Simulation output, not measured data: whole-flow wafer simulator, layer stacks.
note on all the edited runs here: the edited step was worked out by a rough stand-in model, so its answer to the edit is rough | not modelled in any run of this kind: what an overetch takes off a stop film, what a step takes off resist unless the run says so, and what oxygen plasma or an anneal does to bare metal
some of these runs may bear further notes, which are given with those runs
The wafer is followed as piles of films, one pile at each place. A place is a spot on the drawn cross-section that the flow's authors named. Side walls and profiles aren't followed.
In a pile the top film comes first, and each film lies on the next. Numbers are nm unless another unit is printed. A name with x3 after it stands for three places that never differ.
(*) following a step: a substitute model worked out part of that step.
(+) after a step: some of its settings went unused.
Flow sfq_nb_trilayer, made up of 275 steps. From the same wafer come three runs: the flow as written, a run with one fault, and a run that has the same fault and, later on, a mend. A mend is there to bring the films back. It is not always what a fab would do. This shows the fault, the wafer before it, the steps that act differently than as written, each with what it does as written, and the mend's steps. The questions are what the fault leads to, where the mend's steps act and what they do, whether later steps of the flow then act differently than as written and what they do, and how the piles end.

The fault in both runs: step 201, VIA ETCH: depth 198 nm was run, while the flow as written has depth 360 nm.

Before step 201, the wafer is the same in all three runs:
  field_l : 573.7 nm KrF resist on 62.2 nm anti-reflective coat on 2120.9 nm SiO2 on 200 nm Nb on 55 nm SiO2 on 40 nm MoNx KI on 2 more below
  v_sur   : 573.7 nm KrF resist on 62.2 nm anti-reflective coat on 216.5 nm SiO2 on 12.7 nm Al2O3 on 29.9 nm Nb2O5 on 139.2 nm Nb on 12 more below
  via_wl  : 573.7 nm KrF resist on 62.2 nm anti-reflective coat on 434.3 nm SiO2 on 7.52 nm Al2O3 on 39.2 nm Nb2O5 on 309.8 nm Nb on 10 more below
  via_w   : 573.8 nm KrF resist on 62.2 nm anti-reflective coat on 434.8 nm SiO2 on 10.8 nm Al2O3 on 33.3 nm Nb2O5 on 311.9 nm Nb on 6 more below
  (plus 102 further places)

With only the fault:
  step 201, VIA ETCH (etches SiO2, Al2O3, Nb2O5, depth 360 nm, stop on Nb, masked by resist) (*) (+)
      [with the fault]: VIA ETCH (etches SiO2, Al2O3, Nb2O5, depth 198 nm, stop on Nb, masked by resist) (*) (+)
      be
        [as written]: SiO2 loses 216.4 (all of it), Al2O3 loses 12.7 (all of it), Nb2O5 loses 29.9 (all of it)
        [with the fault]: SiO2 loses 198
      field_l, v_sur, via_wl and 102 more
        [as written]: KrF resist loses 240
        [with the fault]: KrF resist loses 132
  Steps later in the flow that act otherwise than as written (6 more steps, not shown, differ only slightly: by at most 2% or 0.5 nm, whichever is larger):
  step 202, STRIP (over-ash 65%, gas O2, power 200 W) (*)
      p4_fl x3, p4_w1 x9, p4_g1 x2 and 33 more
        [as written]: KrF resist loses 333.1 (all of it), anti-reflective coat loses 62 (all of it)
        [with the fault]: KrF resist loses 441.1 (all of it), anti-reflective coat loses 62 (all of it)
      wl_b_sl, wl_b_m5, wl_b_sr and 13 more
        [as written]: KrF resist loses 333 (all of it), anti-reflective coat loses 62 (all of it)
        [with the fault]: KrF resist loses 441 (all of it), anti-reflective coat loses 62 (all of it)
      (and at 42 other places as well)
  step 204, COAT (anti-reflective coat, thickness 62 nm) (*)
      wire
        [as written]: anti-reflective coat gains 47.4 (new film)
        [with the fault]: anti-reflective coat gains 49.2 (new film)
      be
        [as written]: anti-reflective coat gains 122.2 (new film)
        [with the fault]: anti-reflective coat gains 113.1 (new film)
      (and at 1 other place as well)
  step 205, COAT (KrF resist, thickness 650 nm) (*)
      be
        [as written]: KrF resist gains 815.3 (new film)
        [with the fault]: KrF resist gains 771.7 (new film)
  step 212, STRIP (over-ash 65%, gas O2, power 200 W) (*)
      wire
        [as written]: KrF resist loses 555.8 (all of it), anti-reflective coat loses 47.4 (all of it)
        [with the fault]: KrF resist loses 559.2 (all of it), anti-reflective coat loses 49.2 (all of it)
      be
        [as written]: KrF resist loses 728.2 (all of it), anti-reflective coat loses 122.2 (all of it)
        [with the fault]: KrF resist loses 684.6 (all of it), anti-reflective coat loses 113.1 (all of it)
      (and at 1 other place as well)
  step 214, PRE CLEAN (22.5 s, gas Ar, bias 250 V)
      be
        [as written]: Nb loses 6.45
        [with the fault]: SiO2 loses 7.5
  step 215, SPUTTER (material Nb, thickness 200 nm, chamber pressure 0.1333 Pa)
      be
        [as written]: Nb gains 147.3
        [with the fault]: Nb gains 161.3 (new film)
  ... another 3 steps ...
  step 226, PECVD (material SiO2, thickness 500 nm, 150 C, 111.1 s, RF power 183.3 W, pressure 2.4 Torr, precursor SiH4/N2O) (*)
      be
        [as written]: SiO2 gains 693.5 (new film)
        [with the fault]: SiO2 gains 619.6 (new film)
  By the end, the piles at be depart from the flow's by more than 2% or 0.5 nm, whichever is larger.
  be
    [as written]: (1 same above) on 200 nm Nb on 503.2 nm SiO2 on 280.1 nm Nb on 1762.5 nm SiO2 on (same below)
    [with the fault]: (1 same above) on 200 nm Nb on 429.4 nm SiO2 on 161.3 nm Nb on 10.9 nm SiO2 on 12.7 nm Al2O3 on 29.9 nm Nb2O5 on 139.2 nm Nb on 1762.5 nm SiO2 on (same below)

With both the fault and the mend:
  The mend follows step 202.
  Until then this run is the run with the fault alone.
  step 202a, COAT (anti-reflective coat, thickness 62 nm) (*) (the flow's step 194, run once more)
      p4_fl x3, p4_w1 x9, p4_g1 x2 and 50 more
        anti-reflective coat gains 62 (new film)
      ln_m6, lsp_r, l0_sur, l0v
        anti-reflective coat gains 62.1 (new film)
      wl_a_sl, wl_a_m6, wl_a_sr, wl_g_sr
        anti-reflective coat gains 61.9 (new film)
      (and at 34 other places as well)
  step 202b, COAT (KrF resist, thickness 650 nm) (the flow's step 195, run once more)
      be_sur, jj_sur, p4_fl x3 and 44 more
        KrF resist gains 650 (new film)
      wl_b_m5, wl_b_sr, wl_c_sl and 12 more
        KrF resist gains 649.9 (new film)
      sp_r, r5r_spacepad_l, r5r_spacepad_r
        KrF resist gains 652.5 (new film)
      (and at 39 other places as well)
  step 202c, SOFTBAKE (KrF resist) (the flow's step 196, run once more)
      does not change any film at any place that is followed
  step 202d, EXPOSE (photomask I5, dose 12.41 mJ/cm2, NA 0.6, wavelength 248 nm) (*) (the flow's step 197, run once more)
      does not change any film at any place that is followed
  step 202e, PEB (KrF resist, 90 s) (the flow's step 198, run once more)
      field_l, v_sur, via_wl and 83 more
        KrF resist loses 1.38
      ce_l, moat, field_r, wl_jj
        KrF resist loses 1.39
      via_wr, via_sp, wire
        KrF resist loses 1.37
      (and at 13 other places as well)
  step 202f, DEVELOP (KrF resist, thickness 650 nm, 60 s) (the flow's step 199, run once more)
      field_l, v_sur, via_wl and 102 more
        KrF resist loses 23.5
      be
        KrF resist loses 770 (all of it)
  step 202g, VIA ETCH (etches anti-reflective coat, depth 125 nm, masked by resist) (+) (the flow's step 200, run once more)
      field_l, v_sur, via_wl and 102 more
        KrF resist loses 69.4
      be
        anti-reflective coat loses 113.1 (all of it), SiO2 loses 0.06
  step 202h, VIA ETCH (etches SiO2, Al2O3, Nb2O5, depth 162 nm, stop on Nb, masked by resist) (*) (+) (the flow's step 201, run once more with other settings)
      field_l, v_sur, via_wl and 102 more
        KrF resist loses 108
      be
        SiO2 loses 18.3 (all of it), Al2O3 loses 12.7 (all of it), Nb2O5 loses 29.9 (all of it)
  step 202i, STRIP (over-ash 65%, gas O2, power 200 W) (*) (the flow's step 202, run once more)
      p4_fl x3, p4_w1 x9, p4_g1 x2 and 33 more
        KrF resist loses 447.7 (all of it), anti-reflective coat loses 62 (all of it)
      wl_b_sl, wl_b_m5, wl_b_sr and 7 more
        KrF resist loses 447.5 (all of it), anti-reflective coat loses 62 (all of it)
      wl_c_sr, wl_d_sl, wl_d_m1, wl_d_sr, wl_e_sl, wl_e_m5, wl_e_sr
        KrF resist loses 447.6 (all of it), anti-reflective coat loses 62 (all of it)
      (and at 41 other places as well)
  Every later step of the flow that is run acts as written at every place that is followed.
  By the end, the piles equal the flow's at every place that both follow.
